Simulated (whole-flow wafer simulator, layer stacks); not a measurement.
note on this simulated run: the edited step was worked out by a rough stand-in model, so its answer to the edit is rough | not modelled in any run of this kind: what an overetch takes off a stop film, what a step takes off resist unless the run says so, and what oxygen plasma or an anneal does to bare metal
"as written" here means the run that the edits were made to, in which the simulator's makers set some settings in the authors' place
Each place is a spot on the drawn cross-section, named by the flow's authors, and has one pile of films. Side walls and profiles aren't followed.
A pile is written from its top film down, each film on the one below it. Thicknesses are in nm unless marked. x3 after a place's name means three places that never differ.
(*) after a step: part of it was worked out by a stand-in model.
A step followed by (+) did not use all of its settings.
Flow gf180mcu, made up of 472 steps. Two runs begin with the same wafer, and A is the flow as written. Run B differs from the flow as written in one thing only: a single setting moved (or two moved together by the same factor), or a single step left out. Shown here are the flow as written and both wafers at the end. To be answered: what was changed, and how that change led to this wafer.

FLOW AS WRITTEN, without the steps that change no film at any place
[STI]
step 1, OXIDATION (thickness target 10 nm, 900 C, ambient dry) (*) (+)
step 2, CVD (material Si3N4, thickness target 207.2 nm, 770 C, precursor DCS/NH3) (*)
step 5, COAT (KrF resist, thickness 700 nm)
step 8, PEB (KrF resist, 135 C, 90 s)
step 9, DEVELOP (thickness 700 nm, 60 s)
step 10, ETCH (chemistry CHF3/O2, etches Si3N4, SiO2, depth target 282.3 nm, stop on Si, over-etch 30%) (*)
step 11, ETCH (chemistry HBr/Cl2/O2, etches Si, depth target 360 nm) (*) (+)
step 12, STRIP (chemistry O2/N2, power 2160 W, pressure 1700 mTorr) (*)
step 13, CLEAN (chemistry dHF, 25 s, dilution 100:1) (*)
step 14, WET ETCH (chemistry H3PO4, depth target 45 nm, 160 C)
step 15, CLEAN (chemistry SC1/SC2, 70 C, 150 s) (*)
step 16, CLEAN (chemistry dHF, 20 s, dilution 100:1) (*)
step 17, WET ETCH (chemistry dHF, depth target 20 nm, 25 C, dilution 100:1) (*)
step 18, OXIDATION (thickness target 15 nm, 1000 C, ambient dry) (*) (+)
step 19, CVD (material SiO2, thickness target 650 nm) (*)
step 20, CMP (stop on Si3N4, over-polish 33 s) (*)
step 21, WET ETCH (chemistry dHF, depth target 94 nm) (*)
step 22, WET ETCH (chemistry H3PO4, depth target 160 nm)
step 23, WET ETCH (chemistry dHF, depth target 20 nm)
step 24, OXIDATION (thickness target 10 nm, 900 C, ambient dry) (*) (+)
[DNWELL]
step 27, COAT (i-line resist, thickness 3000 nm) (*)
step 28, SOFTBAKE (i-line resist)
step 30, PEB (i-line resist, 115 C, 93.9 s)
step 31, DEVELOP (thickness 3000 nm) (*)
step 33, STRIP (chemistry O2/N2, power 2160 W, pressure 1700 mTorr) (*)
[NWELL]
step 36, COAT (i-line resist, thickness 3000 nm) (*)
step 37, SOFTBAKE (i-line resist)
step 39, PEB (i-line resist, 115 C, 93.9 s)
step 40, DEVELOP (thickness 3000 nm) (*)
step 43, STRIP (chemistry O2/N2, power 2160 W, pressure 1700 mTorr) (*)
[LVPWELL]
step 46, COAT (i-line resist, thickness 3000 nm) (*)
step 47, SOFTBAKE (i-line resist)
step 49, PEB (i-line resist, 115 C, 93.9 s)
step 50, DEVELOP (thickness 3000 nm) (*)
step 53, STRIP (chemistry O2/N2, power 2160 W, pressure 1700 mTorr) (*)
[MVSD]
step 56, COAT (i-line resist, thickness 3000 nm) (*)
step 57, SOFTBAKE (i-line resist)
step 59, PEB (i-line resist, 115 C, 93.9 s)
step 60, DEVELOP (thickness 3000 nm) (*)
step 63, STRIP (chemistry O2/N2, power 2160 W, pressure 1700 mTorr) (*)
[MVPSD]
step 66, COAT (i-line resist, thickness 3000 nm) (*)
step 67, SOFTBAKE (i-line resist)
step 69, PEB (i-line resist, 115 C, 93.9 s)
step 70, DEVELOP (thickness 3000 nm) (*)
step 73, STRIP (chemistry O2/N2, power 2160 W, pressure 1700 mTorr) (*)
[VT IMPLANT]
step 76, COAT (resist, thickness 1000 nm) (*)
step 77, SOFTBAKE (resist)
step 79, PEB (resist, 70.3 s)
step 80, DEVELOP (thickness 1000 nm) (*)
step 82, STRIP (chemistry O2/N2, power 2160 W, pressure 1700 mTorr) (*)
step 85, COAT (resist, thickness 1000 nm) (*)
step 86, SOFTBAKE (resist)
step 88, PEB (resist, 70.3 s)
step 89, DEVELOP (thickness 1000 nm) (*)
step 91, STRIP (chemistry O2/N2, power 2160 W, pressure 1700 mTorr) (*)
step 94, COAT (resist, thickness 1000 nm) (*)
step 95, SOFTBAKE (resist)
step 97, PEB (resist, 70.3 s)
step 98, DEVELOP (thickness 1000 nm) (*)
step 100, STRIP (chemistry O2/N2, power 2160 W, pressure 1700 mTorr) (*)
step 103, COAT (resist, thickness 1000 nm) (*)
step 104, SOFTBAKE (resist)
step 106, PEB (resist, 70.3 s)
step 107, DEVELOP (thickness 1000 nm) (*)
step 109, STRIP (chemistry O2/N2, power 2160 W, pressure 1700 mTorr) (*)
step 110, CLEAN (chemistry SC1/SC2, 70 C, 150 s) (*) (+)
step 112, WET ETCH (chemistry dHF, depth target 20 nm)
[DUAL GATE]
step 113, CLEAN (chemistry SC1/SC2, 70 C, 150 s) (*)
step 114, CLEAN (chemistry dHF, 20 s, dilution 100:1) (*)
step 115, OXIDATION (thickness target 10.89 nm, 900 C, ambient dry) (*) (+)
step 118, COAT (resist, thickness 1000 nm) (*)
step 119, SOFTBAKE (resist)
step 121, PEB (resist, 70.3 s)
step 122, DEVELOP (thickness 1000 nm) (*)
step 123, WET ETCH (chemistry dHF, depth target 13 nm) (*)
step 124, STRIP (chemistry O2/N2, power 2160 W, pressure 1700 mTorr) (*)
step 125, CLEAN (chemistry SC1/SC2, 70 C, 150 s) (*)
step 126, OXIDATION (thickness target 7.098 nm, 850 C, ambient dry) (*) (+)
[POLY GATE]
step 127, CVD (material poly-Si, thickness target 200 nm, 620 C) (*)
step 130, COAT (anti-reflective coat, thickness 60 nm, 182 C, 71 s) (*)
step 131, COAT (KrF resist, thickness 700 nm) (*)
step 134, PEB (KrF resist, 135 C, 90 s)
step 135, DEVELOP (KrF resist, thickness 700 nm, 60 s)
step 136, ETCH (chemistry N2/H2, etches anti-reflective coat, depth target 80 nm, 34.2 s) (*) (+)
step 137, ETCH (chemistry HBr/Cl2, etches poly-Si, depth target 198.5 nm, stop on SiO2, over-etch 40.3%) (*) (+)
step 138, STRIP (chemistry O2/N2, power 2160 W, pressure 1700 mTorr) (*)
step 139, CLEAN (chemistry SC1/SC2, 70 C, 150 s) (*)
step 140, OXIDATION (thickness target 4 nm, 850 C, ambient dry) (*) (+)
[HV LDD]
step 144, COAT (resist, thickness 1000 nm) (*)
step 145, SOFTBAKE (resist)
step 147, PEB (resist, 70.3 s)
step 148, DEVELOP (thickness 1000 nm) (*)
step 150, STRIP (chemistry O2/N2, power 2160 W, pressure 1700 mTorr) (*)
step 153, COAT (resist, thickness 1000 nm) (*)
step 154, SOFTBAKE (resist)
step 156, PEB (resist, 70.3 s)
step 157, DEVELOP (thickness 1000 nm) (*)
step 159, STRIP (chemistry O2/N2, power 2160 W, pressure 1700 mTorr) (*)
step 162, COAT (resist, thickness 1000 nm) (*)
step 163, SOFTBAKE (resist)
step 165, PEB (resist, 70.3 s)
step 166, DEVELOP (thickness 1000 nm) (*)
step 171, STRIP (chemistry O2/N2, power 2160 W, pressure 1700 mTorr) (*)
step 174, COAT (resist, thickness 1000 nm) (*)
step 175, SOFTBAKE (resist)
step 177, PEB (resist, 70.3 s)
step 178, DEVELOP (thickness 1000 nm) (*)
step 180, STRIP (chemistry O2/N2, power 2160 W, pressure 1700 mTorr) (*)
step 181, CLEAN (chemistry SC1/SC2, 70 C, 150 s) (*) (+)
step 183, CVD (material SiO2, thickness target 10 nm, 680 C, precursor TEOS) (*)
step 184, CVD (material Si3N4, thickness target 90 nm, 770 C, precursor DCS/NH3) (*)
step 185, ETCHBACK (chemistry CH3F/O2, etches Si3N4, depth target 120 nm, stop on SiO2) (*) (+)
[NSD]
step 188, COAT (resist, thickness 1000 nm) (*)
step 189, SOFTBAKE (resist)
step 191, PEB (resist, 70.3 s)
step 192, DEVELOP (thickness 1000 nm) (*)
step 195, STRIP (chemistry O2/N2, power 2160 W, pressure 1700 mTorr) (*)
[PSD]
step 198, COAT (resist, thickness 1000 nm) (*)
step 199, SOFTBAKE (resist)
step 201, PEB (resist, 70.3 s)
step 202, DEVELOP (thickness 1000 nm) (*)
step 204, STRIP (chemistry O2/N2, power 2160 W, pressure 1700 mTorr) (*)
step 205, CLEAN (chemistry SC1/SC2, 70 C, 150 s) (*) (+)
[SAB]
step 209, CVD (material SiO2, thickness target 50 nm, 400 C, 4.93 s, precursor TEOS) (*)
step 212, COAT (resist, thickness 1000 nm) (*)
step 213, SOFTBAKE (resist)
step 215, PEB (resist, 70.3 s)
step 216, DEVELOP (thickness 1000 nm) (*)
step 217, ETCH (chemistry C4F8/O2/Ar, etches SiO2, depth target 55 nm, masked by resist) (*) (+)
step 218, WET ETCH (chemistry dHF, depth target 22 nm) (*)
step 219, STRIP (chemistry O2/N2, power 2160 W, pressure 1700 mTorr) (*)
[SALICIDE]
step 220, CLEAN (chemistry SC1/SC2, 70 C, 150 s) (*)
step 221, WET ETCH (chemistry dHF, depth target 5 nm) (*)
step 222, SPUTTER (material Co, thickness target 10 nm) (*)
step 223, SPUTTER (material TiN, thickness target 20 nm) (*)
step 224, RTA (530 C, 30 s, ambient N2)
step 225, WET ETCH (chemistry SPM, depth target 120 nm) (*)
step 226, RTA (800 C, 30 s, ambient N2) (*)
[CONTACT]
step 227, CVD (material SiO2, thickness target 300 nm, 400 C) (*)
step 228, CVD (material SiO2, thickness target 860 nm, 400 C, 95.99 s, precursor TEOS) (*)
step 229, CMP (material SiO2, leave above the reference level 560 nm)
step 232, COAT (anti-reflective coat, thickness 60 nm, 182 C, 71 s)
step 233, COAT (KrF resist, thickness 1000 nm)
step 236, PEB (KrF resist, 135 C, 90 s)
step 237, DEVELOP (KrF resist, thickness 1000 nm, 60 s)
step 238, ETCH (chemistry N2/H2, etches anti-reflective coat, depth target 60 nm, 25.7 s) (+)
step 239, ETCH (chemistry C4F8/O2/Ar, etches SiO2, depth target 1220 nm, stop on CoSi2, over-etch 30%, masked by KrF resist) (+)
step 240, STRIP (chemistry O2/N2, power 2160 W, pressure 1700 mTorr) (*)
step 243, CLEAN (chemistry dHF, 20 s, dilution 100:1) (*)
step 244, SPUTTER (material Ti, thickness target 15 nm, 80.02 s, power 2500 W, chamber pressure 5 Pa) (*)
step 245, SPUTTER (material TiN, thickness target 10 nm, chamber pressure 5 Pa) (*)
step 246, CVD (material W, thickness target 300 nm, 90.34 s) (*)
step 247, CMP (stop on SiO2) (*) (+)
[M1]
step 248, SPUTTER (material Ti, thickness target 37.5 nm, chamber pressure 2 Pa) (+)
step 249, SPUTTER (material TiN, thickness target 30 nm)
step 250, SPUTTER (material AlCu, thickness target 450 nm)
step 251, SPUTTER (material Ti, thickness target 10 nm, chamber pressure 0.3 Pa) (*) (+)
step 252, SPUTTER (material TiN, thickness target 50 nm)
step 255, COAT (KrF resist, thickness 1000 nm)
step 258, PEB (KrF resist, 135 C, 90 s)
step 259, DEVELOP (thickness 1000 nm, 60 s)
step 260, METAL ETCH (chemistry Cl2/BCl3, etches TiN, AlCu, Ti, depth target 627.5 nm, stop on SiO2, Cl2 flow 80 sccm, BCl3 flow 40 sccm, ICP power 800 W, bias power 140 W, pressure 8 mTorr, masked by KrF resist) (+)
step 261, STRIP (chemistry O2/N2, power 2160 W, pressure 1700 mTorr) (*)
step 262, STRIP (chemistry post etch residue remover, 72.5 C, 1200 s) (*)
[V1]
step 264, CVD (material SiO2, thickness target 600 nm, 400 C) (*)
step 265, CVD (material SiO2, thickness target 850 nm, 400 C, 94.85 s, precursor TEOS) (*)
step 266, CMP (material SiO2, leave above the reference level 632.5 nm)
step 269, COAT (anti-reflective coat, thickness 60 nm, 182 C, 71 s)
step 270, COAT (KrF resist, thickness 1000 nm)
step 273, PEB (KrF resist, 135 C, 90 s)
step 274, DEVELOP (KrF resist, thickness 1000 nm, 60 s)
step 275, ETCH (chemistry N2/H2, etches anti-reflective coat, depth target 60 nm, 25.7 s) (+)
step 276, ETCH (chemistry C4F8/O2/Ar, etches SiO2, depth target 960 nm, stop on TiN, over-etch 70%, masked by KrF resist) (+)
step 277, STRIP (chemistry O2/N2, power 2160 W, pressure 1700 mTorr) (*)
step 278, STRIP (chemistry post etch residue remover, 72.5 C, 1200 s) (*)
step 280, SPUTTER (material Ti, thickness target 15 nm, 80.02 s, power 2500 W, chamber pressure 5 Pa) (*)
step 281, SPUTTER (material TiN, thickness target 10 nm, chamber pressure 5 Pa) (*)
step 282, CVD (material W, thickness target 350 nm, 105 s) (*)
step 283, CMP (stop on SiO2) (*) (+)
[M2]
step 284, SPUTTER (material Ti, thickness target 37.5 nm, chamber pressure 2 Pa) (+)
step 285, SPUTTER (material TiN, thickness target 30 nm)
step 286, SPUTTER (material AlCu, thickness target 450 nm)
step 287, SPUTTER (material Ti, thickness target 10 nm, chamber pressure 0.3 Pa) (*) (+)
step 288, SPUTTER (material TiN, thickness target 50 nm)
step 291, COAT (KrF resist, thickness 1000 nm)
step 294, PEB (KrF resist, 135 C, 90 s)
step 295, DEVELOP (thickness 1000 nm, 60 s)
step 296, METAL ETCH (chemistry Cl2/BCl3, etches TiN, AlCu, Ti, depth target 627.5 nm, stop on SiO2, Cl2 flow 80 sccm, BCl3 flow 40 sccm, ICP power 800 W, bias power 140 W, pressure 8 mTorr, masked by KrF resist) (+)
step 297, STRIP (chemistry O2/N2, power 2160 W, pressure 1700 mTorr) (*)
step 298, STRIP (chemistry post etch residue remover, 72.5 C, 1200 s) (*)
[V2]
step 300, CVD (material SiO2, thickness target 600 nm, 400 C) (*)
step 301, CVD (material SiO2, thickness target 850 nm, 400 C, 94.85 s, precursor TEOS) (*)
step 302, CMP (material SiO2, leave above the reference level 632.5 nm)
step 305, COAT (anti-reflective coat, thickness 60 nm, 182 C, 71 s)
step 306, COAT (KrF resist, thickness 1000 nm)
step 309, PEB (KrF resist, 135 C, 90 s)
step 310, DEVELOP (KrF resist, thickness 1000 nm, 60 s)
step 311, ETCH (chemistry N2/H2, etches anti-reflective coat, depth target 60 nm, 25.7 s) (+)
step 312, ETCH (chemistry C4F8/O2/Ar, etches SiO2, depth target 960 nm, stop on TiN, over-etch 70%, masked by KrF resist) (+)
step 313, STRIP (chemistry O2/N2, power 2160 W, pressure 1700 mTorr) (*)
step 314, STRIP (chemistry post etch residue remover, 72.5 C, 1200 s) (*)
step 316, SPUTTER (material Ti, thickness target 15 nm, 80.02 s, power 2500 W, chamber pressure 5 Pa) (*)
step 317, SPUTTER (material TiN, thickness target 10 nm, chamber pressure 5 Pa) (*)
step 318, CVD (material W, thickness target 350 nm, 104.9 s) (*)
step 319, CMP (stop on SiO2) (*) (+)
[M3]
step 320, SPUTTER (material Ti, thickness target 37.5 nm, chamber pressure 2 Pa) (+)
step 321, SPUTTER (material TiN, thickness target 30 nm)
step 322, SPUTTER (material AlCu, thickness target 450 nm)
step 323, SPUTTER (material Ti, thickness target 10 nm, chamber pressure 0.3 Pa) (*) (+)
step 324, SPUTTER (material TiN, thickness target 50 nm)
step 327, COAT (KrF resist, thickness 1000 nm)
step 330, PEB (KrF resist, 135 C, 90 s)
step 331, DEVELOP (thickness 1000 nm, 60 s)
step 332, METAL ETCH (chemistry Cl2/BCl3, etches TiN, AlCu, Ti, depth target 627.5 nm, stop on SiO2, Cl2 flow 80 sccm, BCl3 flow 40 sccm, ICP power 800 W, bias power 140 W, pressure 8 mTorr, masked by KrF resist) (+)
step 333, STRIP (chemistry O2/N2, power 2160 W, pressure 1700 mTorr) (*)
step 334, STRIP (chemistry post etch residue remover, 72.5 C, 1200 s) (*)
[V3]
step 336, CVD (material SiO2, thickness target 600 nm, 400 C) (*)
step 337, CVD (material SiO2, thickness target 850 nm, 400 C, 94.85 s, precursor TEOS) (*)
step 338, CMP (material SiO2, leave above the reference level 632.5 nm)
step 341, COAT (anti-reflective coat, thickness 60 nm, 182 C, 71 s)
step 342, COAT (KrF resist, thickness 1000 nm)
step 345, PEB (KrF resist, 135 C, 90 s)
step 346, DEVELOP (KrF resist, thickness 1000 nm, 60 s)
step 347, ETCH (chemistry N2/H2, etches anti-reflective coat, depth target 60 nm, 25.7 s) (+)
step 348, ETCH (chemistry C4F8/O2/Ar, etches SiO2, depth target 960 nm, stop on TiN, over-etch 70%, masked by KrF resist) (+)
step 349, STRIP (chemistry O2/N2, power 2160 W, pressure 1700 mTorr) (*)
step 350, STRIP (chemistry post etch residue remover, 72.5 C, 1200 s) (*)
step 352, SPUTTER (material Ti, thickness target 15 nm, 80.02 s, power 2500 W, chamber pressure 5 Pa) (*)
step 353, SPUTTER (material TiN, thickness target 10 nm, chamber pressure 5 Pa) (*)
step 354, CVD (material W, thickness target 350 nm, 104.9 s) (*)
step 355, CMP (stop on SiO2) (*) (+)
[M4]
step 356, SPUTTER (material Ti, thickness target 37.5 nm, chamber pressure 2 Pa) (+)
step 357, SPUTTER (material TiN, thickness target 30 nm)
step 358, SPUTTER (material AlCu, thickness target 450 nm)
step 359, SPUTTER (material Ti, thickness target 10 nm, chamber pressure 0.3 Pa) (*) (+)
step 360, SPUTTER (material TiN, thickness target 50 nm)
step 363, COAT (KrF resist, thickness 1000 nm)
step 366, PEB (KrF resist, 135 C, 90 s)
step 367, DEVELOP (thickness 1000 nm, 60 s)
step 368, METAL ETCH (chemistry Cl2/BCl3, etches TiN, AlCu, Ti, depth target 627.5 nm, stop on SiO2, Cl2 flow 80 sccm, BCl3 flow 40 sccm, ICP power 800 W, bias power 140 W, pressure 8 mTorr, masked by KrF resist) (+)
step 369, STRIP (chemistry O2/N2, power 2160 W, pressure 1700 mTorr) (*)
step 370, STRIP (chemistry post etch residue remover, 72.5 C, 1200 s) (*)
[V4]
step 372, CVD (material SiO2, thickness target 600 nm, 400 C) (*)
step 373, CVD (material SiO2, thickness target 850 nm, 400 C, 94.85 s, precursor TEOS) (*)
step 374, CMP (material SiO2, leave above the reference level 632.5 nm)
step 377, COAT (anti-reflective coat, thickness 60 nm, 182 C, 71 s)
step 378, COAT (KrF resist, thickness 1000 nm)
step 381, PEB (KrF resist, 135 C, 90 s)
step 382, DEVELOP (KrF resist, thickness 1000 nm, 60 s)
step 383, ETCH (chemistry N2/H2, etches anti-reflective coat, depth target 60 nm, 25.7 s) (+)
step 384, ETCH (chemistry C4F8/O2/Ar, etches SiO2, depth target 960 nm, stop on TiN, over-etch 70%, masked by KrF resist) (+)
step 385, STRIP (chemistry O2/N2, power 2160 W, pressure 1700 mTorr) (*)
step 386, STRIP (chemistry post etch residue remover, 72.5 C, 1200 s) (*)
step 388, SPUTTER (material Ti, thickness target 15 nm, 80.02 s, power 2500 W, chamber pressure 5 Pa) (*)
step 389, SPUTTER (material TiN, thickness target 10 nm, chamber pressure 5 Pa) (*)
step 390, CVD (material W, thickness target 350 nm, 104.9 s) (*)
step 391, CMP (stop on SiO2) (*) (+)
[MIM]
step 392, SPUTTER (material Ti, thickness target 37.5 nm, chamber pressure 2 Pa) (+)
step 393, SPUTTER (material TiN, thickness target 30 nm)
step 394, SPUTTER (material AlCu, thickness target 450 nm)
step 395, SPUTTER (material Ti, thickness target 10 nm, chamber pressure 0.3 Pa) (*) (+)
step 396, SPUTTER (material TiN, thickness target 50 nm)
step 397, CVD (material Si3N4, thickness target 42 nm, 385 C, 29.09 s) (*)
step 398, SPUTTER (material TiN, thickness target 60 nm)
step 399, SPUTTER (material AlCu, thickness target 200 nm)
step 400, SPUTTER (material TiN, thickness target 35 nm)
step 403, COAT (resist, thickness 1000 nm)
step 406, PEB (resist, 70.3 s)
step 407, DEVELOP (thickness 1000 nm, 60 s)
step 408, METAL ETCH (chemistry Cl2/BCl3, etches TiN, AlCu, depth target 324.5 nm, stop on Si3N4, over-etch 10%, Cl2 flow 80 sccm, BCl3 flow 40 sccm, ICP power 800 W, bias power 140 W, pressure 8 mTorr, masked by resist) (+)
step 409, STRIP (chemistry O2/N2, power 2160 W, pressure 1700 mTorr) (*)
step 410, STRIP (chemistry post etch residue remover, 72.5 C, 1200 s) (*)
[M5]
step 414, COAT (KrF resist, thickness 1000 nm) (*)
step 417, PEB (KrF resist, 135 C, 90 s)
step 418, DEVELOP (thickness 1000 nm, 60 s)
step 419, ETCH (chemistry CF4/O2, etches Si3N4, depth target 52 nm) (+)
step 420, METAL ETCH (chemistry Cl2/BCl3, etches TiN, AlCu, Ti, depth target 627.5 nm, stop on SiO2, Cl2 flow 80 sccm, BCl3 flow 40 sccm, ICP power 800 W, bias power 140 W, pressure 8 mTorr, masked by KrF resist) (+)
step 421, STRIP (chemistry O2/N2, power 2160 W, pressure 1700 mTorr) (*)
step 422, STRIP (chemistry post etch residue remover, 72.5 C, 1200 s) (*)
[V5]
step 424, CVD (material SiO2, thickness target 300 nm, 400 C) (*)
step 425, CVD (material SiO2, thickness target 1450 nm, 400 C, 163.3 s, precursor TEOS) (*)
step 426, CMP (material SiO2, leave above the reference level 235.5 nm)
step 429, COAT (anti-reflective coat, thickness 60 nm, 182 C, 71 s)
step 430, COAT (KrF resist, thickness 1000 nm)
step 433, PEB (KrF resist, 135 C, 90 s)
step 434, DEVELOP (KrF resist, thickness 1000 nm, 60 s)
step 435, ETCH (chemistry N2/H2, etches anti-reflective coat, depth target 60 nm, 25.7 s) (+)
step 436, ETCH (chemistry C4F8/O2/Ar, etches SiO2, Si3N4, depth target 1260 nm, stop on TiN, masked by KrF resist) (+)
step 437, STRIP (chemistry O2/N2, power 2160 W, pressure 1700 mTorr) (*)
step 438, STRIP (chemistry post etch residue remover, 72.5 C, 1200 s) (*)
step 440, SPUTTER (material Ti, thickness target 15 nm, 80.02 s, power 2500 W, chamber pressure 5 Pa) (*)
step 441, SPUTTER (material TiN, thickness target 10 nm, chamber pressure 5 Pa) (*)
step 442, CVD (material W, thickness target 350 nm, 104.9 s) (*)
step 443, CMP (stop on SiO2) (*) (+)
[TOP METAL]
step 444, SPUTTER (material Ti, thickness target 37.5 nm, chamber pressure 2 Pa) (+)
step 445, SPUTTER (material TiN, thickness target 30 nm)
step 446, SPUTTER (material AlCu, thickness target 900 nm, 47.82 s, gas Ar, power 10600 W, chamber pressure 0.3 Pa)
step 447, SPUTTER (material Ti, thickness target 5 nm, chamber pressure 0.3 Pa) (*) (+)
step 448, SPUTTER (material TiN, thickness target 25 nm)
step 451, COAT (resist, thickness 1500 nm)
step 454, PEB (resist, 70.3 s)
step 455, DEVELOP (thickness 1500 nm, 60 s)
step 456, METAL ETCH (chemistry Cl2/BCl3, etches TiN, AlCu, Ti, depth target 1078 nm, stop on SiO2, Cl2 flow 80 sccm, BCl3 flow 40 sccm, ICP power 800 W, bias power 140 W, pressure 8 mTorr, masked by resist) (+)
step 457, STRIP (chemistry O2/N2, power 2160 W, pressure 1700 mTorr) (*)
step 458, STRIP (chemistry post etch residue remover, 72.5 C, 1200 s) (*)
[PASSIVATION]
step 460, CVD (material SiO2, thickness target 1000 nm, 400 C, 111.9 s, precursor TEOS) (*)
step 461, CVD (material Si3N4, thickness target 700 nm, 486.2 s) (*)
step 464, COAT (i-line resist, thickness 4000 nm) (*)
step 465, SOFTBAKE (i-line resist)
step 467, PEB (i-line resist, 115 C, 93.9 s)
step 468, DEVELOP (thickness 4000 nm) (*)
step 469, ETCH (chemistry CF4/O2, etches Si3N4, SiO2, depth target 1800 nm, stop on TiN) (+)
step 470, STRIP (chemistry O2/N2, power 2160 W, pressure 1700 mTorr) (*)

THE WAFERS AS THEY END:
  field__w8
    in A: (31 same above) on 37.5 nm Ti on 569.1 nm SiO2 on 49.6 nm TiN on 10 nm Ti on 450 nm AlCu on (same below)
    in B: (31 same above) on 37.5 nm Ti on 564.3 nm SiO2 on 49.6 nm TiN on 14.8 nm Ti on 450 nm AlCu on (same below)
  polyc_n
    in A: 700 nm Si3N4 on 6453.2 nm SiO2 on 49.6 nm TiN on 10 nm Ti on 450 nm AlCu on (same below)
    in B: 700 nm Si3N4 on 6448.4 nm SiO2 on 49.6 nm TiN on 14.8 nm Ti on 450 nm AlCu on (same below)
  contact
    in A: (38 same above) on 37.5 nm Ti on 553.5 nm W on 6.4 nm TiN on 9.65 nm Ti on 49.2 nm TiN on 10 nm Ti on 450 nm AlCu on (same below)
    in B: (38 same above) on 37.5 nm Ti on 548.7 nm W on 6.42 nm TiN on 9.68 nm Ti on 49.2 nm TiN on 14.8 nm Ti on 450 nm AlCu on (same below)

The reason: step 251, SPUTTER: thickness target 14.8 nm was run, while the flow as written has thickness target 10 nm.
The wafer itself shows it: field__w8 has Ti 14.8, and step 251 as written asks for 10 nm.

The path from the change to this, step by step:
  step 251, SPUTTER (material Ti, thickness target 10 nm, chamber pressure 0.3 Pa) (*) (+)
      field, field__w1, field__w2 and 108 more: A +10 Ti (new film) | B +14.8 Ti (new film)
  step 260, METAL ETCH (chemistry Cl2/BCl3, etches TiN, AlCu, Ti, depth target 627.5 nm, stop on SiO2, Cl2 flow 80 sccm, BCl3 flow 40 sccm, ICP power 800 W, bias power 140 W, pressure 8 mTorr, masked by KrF resist) (+)
      field, field__w1, field__w2 and 99 more: A -50 TiN (all of it), -10 Ti (all of it), -450 AlCu (all of it), -30 TiN (all of it), -37.5 Ti (all of it) | B -50 TiN (all of it), -14.8 Ti (all of it), -450 AlCu (all of it), -30 TiN (all of it), -37.5 Ti (all of it)
